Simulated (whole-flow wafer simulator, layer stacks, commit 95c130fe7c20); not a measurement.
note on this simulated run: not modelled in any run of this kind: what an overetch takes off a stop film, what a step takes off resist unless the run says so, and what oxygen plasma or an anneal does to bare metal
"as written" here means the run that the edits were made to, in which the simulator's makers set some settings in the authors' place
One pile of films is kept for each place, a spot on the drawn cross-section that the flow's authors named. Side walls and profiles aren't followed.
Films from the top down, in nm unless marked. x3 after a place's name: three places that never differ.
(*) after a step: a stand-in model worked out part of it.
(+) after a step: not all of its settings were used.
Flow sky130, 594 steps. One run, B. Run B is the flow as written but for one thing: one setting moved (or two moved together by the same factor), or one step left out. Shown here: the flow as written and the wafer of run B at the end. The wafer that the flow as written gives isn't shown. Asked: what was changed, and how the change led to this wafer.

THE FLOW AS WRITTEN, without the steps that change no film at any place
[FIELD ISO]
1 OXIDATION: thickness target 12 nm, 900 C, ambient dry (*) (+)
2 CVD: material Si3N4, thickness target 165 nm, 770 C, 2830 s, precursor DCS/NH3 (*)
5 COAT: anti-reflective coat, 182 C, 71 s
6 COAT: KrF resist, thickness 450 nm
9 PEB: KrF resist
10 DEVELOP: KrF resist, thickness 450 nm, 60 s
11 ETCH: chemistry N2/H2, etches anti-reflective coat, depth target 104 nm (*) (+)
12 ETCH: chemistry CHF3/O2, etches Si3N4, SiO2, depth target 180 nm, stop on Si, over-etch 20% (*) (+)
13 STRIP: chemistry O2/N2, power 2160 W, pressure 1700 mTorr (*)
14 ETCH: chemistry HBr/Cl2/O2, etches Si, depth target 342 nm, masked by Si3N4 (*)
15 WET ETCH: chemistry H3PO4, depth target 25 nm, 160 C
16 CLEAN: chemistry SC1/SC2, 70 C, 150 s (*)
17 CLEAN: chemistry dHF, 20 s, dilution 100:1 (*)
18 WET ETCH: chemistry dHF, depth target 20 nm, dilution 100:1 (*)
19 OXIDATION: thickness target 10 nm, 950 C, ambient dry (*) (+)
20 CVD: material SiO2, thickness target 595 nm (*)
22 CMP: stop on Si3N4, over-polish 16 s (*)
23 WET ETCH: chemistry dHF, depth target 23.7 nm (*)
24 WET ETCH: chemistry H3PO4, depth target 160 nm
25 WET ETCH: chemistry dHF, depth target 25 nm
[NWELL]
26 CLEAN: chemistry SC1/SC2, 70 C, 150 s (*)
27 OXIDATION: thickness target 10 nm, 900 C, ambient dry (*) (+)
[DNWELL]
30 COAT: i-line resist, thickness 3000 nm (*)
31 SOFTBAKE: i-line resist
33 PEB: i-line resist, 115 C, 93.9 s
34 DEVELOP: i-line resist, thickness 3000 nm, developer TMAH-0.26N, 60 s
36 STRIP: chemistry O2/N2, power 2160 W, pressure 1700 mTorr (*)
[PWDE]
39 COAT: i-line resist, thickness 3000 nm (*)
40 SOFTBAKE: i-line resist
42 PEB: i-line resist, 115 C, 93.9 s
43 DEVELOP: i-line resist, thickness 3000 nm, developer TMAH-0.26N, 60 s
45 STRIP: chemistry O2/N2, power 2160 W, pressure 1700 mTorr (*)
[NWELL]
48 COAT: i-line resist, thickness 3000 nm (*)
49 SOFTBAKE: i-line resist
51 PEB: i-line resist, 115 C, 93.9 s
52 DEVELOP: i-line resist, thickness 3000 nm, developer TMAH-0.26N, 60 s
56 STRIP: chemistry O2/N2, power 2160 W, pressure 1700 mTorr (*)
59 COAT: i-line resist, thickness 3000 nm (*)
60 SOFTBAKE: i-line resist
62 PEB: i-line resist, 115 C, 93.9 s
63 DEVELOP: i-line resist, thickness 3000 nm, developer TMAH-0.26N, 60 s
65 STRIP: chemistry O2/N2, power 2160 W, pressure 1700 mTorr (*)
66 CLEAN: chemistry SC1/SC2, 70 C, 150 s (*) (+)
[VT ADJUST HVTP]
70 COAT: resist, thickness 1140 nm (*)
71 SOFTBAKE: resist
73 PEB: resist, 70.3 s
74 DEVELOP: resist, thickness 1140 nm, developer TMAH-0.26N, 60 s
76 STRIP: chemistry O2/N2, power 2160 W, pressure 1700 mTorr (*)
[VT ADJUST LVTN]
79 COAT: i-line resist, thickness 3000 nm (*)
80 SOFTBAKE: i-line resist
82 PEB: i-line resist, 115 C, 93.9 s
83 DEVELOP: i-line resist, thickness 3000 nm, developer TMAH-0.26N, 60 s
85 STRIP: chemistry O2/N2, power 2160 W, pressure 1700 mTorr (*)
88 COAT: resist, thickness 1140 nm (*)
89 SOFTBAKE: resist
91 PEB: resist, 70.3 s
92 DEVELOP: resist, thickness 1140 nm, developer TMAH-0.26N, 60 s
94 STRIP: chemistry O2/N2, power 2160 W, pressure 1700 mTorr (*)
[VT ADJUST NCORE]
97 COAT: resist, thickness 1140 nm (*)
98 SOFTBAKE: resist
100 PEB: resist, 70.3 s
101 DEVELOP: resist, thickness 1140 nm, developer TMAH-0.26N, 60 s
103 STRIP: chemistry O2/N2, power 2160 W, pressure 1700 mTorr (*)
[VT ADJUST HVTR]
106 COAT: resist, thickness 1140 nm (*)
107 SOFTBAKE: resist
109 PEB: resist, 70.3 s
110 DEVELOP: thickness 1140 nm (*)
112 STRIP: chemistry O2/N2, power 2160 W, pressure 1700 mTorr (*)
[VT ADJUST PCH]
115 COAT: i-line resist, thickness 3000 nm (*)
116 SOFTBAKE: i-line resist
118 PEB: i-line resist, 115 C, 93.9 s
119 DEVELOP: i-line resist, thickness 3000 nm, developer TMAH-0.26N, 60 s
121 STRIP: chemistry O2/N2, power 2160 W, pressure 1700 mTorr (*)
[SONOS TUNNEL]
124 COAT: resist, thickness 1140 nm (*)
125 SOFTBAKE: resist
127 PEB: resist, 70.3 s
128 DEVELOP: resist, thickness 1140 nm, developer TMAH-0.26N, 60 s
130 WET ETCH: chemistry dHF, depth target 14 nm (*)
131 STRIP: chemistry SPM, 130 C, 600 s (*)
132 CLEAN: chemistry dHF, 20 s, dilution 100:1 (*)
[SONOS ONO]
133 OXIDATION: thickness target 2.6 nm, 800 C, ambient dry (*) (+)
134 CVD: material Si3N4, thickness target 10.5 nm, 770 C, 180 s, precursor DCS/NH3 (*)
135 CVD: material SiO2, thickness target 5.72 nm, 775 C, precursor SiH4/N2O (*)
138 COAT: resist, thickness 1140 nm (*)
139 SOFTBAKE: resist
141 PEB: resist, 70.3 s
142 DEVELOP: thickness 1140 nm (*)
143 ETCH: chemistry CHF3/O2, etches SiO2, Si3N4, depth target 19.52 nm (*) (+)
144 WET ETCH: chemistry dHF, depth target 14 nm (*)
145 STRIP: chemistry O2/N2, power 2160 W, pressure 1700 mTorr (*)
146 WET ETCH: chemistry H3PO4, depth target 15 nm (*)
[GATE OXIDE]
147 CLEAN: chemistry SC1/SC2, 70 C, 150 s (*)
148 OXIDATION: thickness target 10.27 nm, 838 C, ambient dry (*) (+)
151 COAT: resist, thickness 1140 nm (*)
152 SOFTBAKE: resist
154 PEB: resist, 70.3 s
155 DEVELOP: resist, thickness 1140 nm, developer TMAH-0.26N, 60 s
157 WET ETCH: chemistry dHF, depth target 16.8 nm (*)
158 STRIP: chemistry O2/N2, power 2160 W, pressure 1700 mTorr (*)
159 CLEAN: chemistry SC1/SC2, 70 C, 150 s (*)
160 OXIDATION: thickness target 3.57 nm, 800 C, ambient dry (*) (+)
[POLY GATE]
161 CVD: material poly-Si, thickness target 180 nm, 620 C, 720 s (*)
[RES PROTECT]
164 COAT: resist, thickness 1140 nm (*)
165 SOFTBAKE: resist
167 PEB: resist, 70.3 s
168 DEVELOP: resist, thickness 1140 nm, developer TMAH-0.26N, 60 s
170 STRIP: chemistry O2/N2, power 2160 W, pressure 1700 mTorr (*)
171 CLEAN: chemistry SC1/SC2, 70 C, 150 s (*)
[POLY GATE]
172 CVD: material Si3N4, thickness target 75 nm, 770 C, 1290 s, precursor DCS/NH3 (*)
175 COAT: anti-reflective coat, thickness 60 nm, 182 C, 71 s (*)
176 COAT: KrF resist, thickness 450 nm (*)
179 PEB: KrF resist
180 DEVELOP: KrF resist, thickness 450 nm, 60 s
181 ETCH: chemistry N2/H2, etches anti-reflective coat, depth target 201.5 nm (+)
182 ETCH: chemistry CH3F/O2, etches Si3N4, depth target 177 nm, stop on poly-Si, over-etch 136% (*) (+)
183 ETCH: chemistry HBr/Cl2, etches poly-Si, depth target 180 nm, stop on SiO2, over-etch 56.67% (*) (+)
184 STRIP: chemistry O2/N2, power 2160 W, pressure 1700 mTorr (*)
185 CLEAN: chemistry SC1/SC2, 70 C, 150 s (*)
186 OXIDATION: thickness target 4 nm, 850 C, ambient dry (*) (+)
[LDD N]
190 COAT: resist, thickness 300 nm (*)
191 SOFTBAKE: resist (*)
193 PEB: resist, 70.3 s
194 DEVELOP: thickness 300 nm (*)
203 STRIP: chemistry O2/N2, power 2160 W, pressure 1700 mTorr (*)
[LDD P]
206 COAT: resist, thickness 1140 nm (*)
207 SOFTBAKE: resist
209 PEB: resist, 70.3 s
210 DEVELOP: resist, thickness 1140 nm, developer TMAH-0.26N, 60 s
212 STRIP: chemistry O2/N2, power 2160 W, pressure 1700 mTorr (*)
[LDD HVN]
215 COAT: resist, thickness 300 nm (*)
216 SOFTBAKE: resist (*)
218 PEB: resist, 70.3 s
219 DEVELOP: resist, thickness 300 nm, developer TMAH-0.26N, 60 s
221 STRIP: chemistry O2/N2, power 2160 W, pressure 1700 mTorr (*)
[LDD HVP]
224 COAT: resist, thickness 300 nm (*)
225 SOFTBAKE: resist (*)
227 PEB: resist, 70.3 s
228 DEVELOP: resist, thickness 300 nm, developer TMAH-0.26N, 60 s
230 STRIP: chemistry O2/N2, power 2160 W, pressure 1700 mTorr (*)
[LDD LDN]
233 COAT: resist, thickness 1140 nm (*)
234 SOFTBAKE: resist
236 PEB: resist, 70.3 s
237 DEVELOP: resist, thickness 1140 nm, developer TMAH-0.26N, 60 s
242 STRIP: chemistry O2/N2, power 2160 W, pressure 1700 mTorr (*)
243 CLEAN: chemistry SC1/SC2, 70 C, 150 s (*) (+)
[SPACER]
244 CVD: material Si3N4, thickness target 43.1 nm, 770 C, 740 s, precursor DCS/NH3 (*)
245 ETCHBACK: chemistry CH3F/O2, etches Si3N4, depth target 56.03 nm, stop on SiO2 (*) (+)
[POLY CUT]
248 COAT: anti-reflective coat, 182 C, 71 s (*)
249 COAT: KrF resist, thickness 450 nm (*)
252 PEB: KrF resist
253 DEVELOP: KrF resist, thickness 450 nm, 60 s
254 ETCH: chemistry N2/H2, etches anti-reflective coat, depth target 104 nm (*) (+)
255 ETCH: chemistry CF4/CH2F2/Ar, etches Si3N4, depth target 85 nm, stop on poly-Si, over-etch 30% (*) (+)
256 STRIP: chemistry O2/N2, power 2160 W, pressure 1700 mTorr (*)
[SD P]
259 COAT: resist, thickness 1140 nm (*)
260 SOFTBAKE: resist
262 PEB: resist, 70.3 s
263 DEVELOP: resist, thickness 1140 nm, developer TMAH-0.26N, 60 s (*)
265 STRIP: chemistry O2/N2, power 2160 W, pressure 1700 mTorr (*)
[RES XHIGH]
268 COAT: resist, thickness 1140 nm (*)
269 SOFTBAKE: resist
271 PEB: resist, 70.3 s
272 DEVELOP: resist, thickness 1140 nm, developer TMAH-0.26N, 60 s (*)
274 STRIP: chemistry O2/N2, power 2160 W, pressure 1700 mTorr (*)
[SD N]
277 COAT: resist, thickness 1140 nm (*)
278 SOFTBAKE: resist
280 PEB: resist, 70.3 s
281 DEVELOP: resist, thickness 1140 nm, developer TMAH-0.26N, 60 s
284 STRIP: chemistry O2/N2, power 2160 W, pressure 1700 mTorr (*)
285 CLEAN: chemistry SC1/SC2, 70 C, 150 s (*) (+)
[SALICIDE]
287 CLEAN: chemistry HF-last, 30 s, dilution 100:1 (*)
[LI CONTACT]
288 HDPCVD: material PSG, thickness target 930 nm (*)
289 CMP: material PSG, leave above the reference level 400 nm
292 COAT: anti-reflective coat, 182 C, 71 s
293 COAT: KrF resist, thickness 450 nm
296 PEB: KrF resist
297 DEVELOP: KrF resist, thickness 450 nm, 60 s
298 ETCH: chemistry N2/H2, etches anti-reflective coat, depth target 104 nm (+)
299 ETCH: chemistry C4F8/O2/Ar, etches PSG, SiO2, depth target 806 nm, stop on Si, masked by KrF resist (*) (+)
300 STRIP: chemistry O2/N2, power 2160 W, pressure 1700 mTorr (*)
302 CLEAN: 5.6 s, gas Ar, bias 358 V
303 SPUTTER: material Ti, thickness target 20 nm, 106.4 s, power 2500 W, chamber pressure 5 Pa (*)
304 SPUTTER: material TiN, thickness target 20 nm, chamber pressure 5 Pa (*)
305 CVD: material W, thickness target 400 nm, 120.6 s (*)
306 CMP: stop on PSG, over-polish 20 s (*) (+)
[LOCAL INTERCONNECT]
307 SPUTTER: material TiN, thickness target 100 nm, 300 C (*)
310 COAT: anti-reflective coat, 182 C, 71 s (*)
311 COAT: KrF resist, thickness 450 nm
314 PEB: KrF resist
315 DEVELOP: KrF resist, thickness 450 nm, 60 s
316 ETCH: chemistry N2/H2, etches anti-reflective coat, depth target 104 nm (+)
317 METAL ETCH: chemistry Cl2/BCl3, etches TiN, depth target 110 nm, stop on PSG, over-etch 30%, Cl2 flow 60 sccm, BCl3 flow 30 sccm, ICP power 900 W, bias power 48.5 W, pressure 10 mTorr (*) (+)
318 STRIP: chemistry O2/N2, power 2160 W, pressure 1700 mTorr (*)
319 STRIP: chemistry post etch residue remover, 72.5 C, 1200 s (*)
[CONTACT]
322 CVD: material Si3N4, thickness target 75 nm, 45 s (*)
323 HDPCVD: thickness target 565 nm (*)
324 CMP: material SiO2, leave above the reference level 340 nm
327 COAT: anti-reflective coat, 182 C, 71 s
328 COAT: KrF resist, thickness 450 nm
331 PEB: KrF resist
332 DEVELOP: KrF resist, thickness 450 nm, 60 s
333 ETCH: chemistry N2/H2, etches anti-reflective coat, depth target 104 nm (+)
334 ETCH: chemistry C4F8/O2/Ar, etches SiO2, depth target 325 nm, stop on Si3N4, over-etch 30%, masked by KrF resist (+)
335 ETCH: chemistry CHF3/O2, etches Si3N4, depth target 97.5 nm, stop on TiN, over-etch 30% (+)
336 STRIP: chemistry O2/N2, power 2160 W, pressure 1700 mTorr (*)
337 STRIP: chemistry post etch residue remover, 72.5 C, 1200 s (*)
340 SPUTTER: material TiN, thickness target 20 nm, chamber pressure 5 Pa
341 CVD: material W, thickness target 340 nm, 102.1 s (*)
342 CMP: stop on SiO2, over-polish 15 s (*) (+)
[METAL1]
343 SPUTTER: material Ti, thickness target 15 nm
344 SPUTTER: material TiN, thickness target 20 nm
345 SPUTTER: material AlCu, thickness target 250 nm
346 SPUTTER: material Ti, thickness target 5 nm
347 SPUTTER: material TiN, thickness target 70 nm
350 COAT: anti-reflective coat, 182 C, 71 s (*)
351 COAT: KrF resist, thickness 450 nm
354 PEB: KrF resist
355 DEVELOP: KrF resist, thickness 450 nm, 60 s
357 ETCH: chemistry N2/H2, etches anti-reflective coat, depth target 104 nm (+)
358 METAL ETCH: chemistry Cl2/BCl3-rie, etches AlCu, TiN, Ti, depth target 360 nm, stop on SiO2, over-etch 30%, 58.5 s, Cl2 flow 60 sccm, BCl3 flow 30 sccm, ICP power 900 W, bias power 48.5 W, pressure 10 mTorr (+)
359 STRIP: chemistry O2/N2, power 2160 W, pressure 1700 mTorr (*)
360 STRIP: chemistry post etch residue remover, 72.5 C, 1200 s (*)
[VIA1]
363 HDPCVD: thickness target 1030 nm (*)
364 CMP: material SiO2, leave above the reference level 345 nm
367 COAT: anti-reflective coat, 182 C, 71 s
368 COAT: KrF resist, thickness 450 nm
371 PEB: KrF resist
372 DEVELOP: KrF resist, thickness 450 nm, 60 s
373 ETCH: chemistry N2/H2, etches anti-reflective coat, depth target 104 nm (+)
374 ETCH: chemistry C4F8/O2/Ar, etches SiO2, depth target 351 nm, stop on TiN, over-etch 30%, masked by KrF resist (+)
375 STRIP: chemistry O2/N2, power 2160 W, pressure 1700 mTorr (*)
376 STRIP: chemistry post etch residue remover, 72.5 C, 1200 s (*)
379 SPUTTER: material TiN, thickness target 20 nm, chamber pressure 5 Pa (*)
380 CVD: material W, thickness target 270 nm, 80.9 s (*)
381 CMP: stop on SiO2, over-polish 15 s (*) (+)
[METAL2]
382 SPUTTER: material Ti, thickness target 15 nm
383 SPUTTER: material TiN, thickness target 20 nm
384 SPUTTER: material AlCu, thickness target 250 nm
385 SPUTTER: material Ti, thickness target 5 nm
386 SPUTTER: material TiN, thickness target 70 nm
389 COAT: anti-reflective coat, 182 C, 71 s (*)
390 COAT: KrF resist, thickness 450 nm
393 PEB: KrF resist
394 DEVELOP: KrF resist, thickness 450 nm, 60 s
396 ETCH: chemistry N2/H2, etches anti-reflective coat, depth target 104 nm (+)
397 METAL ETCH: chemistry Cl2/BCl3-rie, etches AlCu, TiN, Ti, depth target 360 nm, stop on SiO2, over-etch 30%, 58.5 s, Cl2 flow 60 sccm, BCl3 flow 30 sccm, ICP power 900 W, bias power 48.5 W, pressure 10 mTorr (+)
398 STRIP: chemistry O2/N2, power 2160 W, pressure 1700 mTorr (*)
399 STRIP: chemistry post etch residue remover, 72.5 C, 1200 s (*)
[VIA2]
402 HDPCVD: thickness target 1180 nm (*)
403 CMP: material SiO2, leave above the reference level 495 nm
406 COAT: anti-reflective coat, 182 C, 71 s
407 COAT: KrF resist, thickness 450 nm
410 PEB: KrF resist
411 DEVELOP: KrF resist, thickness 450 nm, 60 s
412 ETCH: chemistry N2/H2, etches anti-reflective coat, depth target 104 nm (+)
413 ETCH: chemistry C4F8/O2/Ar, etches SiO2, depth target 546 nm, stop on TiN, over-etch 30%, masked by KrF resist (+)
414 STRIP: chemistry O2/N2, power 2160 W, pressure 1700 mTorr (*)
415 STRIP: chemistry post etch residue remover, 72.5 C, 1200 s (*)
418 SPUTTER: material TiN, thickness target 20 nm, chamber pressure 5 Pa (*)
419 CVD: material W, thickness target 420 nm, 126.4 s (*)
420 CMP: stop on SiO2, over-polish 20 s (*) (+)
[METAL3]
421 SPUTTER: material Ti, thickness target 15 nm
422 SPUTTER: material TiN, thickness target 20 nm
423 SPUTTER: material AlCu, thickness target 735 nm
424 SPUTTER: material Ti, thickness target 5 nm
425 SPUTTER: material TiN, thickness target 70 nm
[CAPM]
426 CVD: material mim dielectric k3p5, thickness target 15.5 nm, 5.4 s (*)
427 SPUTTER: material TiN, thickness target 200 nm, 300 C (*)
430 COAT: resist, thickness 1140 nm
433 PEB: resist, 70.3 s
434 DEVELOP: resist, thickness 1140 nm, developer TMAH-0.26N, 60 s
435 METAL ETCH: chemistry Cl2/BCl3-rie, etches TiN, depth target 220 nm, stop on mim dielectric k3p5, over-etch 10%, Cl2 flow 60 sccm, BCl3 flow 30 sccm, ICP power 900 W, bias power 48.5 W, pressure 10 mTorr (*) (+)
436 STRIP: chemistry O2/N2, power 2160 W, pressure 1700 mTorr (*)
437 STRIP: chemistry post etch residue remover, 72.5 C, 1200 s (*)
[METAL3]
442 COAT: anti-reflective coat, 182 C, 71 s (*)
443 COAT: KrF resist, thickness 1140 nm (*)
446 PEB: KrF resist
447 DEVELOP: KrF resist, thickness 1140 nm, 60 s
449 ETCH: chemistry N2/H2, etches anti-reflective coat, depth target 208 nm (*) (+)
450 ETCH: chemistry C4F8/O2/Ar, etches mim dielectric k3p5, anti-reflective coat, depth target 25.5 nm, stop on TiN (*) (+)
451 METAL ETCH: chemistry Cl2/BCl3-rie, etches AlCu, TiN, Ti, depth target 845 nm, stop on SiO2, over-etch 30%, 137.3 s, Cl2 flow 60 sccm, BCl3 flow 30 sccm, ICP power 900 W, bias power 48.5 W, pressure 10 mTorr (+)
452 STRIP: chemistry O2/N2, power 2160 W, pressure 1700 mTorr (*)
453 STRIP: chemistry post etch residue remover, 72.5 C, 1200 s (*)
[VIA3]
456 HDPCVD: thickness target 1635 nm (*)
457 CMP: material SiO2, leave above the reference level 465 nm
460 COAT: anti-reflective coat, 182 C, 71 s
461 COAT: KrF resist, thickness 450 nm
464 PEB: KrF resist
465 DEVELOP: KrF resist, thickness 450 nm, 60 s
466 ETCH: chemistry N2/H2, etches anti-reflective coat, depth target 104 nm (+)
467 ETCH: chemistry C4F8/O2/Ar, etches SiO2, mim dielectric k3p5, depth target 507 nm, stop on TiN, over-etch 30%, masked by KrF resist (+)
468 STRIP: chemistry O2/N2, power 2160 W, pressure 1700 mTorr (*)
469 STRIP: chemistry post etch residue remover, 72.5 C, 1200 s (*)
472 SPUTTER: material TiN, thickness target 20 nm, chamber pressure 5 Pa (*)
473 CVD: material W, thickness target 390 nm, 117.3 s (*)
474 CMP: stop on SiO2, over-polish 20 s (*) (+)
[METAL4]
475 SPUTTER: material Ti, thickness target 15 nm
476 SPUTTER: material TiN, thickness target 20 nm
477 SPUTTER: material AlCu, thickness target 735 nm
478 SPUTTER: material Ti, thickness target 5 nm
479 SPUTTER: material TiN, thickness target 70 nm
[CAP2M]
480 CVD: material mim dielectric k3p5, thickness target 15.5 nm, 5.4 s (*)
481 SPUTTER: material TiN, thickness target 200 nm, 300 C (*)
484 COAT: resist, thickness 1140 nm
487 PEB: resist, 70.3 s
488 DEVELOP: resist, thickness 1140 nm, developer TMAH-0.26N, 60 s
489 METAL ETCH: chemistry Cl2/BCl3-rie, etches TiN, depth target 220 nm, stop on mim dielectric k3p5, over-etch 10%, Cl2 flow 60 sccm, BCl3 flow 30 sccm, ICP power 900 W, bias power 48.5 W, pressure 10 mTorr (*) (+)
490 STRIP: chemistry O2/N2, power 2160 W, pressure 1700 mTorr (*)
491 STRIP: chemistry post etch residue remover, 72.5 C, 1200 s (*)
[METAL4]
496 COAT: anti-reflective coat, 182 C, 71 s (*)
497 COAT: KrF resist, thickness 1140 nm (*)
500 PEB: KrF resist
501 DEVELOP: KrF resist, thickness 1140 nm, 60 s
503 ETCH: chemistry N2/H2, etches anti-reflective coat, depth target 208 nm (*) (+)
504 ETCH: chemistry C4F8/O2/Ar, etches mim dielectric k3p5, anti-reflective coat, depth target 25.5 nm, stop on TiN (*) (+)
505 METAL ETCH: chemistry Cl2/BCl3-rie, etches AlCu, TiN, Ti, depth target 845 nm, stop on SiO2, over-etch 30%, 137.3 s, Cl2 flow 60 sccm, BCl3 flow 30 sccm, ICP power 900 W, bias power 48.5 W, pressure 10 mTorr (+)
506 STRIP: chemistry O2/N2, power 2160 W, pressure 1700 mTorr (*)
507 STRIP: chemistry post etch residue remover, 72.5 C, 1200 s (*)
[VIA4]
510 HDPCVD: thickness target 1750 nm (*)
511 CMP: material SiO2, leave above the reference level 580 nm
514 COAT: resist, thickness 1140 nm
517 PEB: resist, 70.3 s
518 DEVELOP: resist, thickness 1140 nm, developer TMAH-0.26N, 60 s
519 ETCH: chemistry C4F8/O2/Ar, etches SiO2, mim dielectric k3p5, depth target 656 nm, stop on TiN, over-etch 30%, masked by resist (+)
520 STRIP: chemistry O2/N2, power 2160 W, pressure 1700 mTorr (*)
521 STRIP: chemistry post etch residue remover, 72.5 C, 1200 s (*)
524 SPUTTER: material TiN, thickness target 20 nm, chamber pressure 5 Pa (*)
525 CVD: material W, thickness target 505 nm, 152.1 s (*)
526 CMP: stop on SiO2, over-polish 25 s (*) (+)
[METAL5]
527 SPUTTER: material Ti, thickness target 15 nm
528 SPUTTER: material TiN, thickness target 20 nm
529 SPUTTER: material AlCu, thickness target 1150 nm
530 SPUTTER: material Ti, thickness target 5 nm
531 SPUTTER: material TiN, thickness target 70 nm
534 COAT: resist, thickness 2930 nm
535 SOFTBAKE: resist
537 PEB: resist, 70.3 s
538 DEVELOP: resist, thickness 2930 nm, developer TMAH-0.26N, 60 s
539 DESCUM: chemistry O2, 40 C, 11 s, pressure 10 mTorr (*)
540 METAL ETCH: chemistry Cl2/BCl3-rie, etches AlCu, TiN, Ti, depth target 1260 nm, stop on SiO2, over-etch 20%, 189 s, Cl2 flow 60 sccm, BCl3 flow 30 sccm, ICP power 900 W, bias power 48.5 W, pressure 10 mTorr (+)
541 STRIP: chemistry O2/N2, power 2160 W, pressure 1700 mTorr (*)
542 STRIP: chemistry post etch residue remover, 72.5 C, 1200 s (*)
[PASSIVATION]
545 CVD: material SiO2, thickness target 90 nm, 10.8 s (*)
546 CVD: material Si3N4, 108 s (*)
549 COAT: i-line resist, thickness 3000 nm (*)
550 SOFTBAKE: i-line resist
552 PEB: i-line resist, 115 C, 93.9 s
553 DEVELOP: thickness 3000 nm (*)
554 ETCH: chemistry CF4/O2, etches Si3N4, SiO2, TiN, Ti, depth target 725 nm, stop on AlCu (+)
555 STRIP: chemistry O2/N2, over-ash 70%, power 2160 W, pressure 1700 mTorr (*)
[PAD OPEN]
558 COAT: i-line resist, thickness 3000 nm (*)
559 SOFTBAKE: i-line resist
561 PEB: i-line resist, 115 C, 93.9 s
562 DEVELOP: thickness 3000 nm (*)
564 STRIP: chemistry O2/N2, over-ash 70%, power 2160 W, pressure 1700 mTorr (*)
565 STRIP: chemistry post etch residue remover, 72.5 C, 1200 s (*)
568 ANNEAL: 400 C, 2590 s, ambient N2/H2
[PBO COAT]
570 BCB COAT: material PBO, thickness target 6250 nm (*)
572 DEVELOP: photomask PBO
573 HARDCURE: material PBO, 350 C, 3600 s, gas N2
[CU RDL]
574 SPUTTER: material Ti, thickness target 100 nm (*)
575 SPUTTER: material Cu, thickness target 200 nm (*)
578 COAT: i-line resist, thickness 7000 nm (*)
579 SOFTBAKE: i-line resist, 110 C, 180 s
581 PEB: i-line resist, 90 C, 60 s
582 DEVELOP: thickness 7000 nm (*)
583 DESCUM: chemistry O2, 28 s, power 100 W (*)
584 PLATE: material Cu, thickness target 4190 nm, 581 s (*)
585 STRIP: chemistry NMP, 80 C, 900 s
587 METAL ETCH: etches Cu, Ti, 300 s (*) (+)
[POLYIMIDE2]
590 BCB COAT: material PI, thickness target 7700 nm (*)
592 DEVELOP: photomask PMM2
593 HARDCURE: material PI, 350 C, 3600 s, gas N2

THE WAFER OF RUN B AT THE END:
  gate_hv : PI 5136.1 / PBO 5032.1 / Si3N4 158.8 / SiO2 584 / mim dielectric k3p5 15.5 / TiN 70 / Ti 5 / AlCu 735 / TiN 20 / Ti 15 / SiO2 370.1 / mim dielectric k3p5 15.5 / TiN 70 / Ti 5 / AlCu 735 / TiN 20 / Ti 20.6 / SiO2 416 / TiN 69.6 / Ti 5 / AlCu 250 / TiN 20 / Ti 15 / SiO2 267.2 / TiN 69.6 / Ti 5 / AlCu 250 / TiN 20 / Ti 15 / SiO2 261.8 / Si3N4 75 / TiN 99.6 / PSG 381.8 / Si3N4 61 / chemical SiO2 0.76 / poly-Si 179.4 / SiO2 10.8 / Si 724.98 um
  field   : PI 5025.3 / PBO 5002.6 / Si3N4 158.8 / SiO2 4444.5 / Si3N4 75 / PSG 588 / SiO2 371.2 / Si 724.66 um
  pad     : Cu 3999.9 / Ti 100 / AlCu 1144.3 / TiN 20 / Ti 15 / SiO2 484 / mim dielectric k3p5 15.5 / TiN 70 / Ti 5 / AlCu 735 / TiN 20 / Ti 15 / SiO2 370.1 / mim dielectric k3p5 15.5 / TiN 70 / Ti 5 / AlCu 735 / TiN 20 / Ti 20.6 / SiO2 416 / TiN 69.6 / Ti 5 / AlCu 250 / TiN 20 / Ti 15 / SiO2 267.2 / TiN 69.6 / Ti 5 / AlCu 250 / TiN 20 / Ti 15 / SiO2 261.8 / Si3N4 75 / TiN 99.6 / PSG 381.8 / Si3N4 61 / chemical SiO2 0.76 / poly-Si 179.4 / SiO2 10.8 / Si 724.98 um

The cause: step 421, SPUTTER: thickness target 20.6 nm was run, where the flow has thickness target 15 nm.
It can be read off the wafer: gate_hv has Ti 20.6, and step 421 as written asks for 15 nm.

How the change led to this, step by step:
  421 SPUTTER: material Ti, thickness target 15 nm
      field, active, n_well and 188 more: Ti +20.6 (new film) (as written it would be: Ti +15 (new film))
  451 METAL ETCH: chemistry Cl2/BCl3-rie, etches AlCu, TiN, Ti, depth target 845 nm, stop on SiO2, over-etch 30%, 137.3 s, Cl2 flow 60 sccm, BCl3 flow 30 sccm, ICP power 900 W, bias power 48.5 W, pressure 10 mTorr (+)
      field, gate, spacer and 68 more: TiN -70 (all of it), Ti -5 (all of it), AlCu -735 (all of it), TiN -20 (all of it), Ti -20.6 (all of it), SiO2 -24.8 (as written it would be: TiN -70 (all of it), Ti -5 (all of it), AlCu -735 (all of it), TiN -20 (all of it), Ti -15 (all of it), SiO2 -25.4)
      active, vpp_ln, vpp_iso2 and 11 more: TiN -70 (all of it), Ti -5 (all of it), AlCu -735 (all of it), TiN -20 (all of it), Ti -20.6 (all of it), SiO2 -24.8 (as written it would be: TiN -70 (all of it), Ti -5 (all of it), AlCu -735 (all of it), TiN -20 (all of it), Ti -15 (all of it), SiO2 -25.3)
